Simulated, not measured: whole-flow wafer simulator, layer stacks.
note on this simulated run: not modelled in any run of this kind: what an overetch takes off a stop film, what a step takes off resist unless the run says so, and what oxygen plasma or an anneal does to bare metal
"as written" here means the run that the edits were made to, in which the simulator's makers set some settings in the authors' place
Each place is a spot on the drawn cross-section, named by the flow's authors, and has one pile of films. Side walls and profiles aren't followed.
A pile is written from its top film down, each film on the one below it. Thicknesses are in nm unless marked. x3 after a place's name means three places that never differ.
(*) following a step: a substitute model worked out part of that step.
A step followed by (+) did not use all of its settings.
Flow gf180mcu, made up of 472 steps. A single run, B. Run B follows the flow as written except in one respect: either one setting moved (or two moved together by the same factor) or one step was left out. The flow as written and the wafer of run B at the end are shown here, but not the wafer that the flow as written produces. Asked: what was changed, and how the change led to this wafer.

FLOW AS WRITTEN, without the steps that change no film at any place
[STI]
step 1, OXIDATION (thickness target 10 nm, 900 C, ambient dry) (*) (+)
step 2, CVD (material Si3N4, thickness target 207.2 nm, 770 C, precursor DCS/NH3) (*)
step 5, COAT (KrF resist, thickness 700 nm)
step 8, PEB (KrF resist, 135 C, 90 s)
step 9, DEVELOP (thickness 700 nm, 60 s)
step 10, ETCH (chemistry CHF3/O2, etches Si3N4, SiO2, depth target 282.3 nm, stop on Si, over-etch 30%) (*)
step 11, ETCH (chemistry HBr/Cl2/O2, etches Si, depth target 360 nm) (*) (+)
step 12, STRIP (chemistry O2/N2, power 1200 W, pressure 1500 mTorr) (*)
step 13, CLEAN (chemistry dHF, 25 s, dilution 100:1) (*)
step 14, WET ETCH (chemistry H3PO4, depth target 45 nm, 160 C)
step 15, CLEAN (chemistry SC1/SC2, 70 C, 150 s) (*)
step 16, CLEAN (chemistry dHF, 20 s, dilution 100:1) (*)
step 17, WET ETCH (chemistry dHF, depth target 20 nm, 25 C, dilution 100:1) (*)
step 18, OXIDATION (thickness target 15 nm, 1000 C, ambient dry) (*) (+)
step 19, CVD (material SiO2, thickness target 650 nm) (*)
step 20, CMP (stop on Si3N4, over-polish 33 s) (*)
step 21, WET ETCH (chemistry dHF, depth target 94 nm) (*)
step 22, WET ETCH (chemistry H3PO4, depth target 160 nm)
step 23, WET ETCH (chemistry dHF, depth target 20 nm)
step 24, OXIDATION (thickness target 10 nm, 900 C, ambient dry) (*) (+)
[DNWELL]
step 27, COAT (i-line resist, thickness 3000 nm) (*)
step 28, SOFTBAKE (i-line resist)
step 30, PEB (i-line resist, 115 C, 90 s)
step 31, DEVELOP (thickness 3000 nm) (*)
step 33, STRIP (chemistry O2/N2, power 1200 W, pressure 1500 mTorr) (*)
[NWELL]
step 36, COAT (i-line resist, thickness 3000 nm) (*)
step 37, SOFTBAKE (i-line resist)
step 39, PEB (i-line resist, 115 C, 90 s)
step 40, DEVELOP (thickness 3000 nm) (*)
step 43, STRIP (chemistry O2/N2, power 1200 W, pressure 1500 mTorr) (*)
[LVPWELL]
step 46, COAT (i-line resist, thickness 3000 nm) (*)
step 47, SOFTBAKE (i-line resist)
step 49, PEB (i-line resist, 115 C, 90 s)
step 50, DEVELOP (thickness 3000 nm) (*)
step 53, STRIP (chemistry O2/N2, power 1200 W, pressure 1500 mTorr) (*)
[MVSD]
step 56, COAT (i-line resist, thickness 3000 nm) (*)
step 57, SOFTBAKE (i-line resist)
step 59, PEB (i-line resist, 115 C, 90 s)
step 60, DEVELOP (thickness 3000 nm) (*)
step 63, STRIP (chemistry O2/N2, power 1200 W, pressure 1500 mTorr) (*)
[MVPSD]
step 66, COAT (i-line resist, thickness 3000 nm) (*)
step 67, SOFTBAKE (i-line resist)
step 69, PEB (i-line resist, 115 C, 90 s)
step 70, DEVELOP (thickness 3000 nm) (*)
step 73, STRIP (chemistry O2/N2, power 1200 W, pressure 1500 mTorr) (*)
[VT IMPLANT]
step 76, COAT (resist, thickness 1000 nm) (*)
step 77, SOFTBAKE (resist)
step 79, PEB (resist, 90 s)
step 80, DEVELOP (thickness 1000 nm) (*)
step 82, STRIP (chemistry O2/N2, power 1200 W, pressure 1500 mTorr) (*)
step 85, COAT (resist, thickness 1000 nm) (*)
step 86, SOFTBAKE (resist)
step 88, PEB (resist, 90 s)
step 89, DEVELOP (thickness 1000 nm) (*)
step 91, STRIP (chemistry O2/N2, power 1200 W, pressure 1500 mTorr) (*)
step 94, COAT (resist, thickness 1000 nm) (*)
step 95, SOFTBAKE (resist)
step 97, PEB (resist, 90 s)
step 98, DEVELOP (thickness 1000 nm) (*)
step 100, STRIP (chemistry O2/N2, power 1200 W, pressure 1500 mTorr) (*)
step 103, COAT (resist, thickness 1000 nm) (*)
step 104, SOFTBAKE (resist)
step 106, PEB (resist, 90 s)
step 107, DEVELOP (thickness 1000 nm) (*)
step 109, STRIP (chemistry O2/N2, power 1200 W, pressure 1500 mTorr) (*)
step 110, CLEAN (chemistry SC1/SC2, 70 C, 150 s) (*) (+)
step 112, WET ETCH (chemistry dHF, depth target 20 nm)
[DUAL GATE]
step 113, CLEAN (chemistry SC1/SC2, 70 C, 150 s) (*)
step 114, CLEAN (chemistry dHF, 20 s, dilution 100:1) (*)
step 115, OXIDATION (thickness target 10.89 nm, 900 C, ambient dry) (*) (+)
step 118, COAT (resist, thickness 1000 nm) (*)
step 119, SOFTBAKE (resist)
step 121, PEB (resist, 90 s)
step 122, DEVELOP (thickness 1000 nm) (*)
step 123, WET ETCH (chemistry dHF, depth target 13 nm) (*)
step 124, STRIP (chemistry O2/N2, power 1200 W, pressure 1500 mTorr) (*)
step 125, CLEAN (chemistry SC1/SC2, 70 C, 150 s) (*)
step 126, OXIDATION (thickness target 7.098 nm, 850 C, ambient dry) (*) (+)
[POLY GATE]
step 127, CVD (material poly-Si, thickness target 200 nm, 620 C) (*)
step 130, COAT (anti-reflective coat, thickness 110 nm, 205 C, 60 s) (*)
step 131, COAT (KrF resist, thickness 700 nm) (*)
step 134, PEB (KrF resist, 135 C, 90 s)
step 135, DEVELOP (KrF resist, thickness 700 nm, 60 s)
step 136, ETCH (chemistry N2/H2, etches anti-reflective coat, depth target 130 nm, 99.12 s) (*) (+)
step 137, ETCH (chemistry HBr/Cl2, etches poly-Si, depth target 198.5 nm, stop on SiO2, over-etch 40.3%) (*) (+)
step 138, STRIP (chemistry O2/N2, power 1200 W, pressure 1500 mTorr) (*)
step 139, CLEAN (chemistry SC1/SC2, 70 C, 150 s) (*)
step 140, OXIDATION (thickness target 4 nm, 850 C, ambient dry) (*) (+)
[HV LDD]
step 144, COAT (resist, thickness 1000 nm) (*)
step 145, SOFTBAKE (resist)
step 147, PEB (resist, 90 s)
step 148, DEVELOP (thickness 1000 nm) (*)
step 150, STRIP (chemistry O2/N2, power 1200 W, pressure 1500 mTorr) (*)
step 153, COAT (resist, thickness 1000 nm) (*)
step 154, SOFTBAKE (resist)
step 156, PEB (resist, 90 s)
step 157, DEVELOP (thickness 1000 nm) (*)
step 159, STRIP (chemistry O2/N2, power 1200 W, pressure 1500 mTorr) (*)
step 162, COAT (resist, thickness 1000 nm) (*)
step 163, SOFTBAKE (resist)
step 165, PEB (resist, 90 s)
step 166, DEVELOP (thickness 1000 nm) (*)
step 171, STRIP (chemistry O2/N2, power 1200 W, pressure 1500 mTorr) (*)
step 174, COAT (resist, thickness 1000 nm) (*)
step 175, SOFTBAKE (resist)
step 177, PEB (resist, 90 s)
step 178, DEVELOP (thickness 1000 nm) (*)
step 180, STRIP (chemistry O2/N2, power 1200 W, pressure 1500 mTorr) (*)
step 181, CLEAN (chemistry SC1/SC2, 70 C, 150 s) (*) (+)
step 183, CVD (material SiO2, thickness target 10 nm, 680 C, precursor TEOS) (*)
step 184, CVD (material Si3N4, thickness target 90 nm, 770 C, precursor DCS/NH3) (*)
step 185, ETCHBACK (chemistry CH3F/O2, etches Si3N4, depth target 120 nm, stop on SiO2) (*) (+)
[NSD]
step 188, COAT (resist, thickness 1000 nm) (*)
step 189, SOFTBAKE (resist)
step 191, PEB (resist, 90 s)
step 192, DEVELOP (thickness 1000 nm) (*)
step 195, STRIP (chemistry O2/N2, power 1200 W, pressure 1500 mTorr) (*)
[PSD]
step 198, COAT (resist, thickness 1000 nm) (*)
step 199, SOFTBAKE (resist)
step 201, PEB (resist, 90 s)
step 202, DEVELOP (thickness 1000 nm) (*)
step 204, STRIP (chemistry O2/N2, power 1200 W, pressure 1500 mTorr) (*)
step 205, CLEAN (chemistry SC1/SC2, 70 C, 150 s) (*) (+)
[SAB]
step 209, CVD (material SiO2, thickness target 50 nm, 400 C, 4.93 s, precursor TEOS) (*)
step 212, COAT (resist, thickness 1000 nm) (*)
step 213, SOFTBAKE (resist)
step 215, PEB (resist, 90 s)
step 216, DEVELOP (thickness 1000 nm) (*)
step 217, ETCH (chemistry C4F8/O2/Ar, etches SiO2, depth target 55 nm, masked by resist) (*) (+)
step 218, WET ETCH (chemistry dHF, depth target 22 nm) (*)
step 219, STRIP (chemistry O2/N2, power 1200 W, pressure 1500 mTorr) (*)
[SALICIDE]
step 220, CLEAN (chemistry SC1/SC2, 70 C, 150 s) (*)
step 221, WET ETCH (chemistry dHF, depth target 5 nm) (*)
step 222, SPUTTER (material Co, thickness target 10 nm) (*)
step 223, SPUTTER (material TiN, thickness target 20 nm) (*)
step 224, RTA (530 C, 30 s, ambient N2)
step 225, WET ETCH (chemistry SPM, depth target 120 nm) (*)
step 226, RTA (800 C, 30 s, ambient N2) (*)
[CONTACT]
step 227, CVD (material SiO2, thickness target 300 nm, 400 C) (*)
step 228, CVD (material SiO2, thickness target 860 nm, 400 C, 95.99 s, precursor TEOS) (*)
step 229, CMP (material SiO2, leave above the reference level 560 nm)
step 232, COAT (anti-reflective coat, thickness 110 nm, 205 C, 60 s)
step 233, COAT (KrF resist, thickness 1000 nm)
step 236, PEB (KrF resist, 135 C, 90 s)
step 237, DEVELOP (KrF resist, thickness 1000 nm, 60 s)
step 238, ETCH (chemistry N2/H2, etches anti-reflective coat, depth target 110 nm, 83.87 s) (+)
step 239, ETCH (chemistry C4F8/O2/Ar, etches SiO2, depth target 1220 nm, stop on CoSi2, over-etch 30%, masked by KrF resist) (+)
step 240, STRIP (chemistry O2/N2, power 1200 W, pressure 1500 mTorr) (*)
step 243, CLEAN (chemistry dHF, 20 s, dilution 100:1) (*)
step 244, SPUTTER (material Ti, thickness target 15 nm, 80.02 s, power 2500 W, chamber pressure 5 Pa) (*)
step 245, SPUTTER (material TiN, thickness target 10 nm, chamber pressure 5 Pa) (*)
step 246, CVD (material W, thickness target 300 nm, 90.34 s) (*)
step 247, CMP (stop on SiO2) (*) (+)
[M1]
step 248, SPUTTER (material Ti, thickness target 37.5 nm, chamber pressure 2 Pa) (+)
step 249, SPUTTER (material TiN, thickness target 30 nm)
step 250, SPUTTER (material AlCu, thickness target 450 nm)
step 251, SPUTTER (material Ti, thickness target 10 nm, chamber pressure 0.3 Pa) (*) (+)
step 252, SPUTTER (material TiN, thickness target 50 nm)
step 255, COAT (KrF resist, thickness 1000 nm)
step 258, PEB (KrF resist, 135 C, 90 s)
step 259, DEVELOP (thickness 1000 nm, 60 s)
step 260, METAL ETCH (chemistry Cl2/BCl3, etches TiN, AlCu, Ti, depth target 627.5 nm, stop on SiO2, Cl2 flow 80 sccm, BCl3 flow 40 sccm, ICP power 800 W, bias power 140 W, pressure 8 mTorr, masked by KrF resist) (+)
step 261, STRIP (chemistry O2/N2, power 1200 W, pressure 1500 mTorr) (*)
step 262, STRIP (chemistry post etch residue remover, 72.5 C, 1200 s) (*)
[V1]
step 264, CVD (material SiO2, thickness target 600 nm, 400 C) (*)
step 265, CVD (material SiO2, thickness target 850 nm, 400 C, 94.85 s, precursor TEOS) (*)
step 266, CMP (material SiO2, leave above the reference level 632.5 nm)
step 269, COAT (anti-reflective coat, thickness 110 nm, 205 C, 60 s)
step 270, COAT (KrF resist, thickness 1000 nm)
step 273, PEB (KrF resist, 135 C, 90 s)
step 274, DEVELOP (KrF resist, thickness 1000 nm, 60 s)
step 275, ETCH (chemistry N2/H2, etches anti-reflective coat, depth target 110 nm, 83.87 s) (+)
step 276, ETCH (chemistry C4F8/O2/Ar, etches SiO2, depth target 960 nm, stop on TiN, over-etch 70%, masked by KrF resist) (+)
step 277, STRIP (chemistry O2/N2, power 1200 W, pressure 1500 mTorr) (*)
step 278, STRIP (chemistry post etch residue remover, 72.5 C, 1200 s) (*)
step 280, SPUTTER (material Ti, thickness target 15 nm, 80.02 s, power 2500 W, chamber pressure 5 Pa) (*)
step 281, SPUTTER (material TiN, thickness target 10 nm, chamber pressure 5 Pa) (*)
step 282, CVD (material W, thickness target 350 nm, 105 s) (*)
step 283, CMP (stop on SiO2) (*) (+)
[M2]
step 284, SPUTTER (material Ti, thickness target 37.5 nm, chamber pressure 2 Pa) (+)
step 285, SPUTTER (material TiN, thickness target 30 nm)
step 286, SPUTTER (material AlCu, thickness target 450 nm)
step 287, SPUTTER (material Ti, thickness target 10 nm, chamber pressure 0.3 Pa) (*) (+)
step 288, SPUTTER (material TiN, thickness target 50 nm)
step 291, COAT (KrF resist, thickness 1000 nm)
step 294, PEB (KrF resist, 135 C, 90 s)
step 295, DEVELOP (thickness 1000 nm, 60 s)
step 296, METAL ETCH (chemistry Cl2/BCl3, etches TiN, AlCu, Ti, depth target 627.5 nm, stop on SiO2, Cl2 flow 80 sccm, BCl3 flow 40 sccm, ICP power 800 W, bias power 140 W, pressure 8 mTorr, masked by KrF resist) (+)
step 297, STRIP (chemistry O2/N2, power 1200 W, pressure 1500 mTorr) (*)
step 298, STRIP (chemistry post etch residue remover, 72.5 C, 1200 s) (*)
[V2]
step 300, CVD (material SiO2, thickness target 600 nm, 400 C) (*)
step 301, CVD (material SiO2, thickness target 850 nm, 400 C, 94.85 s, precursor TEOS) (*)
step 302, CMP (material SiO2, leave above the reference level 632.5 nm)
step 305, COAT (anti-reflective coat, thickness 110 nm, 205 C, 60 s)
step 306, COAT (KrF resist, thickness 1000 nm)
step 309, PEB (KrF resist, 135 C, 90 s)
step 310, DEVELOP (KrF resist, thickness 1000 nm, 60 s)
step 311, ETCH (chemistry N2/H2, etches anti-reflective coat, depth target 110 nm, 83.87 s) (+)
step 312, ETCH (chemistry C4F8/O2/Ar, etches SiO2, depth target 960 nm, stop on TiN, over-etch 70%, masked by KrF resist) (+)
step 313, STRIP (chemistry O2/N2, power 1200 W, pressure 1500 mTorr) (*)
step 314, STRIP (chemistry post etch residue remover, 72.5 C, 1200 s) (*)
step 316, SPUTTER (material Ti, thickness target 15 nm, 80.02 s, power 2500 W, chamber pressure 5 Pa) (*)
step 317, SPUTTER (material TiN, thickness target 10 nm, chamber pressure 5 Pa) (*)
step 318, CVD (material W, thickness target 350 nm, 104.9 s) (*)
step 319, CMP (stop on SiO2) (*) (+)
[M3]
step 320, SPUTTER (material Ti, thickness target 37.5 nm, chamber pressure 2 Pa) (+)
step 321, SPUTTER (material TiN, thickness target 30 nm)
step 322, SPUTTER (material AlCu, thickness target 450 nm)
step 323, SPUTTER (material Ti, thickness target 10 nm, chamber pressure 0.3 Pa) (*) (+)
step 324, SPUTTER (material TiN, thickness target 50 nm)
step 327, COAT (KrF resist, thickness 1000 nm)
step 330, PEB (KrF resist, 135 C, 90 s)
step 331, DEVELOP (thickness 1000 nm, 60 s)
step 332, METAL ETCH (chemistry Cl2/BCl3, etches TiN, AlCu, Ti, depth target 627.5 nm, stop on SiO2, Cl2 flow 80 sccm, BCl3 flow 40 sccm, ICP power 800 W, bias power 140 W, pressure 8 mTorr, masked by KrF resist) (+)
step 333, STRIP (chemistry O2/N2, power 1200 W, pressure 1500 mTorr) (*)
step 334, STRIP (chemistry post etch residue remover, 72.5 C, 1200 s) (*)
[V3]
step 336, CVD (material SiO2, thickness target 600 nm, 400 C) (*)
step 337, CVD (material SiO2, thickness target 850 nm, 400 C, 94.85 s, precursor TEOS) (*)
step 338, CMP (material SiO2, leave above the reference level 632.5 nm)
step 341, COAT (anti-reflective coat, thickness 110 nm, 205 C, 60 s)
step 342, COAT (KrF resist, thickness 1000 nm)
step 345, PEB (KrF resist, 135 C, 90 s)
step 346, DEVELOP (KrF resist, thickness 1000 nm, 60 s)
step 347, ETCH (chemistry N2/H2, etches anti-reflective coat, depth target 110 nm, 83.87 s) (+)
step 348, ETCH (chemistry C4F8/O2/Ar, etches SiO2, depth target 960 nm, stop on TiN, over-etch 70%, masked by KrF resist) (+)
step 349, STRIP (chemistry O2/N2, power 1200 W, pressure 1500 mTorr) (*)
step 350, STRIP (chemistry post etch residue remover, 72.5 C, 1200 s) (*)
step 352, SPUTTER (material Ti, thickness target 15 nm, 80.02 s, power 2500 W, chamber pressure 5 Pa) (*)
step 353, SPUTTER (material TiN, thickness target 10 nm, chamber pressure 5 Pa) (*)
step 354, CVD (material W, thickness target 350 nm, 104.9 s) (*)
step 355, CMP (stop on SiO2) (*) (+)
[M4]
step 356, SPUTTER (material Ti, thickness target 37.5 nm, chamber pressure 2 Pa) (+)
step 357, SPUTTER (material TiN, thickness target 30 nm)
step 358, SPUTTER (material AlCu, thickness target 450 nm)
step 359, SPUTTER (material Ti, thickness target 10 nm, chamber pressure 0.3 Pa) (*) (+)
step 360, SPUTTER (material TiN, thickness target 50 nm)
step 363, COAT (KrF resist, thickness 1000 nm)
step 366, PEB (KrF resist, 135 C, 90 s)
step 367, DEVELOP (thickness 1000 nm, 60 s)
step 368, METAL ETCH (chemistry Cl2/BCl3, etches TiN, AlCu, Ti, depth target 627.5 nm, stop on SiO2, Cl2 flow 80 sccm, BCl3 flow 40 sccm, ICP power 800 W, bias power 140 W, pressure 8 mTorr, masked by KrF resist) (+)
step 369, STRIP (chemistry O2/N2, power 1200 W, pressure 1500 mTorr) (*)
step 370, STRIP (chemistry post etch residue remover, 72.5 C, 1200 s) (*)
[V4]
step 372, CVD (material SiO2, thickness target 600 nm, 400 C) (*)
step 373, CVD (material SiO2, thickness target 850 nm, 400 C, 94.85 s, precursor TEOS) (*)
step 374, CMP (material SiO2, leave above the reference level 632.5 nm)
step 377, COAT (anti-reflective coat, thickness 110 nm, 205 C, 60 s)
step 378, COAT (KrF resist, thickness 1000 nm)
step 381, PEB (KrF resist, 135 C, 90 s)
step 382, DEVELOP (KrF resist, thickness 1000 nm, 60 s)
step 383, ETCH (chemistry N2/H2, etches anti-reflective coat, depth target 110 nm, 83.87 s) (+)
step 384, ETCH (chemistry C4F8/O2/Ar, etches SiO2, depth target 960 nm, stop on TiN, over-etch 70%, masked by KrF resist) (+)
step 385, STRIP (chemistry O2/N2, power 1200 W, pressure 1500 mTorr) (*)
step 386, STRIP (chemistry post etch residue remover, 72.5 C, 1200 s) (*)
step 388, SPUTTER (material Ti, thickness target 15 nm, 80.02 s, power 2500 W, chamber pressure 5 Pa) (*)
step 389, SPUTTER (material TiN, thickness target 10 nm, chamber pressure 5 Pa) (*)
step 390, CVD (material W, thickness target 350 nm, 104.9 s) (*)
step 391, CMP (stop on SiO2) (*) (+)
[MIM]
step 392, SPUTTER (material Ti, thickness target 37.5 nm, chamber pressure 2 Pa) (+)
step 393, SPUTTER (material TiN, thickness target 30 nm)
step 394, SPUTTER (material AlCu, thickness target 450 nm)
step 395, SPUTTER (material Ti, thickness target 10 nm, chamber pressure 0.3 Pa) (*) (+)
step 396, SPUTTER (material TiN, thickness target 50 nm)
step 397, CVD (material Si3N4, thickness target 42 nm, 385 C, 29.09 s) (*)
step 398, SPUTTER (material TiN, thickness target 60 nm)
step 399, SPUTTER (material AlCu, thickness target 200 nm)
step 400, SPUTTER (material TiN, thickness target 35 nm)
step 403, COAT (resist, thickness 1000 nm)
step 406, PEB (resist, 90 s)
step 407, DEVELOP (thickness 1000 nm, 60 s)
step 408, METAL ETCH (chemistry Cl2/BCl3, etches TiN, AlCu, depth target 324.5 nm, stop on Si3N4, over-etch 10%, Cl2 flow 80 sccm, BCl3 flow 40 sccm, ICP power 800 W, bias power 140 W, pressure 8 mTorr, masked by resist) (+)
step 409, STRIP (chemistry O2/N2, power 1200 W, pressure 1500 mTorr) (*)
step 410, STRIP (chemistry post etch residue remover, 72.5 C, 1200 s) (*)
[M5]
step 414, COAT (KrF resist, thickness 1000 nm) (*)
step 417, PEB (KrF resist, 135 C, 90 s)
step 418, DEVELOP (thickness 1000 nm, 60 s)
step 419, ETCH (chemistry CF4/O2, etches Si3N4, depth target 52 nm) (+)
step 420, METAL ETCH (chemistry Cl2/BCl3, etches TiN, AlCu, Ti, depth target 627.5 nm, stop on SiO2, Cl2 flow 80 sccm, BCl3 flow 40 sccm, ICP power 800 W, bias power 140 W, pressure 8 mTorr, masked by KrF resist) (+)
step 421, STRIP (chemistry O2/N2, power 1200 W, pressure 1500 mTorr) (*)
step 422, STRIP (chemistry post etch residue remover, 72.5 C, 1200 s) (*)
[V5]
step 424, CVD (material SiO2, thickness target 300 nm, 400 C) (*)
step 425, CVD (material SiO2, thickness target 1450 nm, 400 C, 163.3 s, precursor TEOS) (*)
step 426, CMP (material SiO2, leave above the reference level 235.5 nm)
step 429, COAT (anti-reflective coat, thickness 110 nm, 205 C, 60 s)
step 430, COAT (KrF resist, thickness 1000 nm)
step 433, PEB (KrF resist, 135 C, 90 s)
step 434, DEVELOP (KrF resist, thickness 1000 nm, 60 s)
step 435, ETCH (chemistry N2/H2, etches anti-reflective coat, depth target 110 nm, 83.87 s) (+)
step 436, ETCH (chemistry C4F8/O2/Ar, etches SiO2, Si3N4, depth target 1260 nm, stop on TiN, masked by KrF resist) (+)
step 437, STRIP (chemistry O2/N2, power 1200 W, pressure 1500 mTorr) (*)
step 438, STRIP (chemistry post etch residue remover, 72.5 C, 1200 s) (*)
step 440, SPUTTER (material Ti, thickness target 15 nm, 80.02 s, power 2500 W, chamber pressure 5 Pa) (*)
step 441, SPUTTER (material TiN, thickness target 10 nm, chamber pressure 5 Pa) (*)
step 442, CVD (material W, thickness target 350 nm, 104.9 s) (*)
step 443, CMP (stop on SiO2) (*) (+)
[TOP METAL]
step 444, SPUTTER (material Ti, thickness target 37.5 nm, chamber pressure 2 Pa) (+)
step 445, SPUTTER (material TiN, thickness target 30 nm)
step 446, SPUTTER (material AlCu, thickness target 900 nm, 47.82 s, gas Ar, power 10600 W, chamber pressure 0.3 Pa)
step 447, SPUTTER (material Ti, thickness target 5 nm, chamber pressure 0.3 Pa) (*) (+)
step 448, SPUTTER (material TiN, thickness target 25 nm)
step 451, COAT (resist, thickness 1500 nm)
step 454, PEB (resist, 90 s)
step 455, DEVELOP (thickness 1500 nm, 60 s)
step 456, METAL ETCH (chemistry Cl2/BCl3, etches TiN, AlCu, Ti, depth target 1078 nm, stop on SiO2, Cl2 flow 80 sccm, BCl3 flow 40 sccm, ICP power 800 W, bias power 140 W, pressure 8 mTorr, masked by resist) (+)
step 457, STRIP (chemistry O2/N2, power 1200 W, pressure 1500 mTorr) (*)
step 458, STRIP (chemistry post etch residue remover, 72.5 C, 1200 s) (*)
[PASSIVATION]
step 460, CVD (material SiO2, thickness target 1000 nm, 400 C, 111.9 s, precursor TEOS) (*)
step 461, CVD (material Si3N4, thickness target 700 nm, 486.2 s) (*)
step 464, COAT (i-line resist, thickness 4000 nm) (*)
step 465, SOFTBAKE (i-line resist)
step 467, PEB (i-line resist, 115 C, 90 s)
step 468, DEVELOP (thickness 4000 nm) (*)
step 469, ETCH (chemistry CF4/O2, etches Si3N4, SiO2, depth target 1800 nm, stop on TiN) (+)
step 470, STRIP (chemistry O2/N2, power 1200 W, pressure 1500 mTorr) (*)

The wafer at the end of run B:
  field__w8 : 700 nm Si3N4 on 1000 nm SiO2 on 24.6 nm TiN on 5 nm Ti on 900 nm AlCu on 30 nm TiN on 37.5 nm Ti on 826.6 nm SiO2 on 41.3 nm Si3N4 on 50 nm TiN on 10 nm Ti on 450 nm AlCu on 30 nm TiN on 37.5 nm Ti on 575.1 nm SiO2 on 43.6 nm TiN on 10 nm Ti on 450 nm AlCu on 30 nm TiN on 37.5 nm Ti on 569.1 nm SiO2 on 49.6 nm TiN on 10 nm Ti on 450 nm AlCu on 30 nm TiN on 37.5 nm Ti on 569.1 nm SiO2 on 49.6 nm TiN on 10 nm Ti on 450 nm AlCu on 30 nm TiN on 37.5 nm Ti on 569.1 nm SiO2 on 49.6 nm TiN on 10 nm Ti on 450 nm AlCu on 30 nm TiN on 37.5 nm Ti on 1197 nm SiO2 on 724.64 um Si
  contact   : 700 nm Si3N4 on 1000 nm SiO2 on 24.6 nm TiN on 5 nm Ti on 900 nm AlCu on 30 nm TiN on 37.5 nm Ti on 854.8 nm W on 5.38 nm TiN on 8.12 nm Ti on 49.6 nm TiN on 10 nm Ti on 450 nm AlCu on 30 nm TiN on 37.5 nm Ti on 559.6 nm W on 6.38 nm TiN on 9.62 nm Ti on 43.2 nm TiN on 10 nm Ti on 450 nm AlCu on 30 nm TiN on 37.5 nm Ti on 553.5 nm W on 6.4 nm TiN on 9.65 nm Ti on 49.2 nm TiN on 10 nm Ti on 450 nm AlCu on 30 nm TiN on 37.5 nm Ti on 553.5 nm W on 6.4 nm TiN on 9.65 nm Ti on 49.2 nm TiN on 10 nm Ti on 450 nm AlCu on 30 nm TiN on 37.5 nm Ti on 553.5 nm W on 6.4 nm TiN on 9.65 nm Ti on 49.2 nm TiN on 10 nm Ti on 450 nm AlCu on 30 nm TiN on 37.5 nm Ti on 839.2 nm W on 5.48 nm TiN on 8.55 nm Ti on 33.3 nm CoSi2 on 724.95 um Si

Cause: step 360, SPUTTER: thickness target 44 nm was run, while the flow as written has thickness target 50 nm.

How this came from the change, step by step:
  step 360, SPUTTER (material TiN, thickness target 50 nm)
      field, field__w1, field__w2 and 108 more: +44 TiN (new film) (as written it would have been: +50 TiN (new film))
  step 368, METAL ETCH (chemistry Cl2/BCl3, etches TiN, AlCu, Ti, depth target 627.5 nm, stop on SiO2, Cl2 flow 80 sccm, BCl3 flow 40 sccm, ICP power 800 W, bias power 140 W, pressure 8 mTorr, masked by KrF resist) (+)
      field, field__w1, field__w2 and 103 more: -44 TiN (all of it), -10 Ti (all of it), -450 AlCu (all of it), -30 TiN (all of it), -37.5 Ti (all of it) (as written it would have been: -50 TiN (all of it), -10 Ti (all of it), -450 AlCu (all of it), -30 TiN (all of it), -37.5 Ti (all of it))
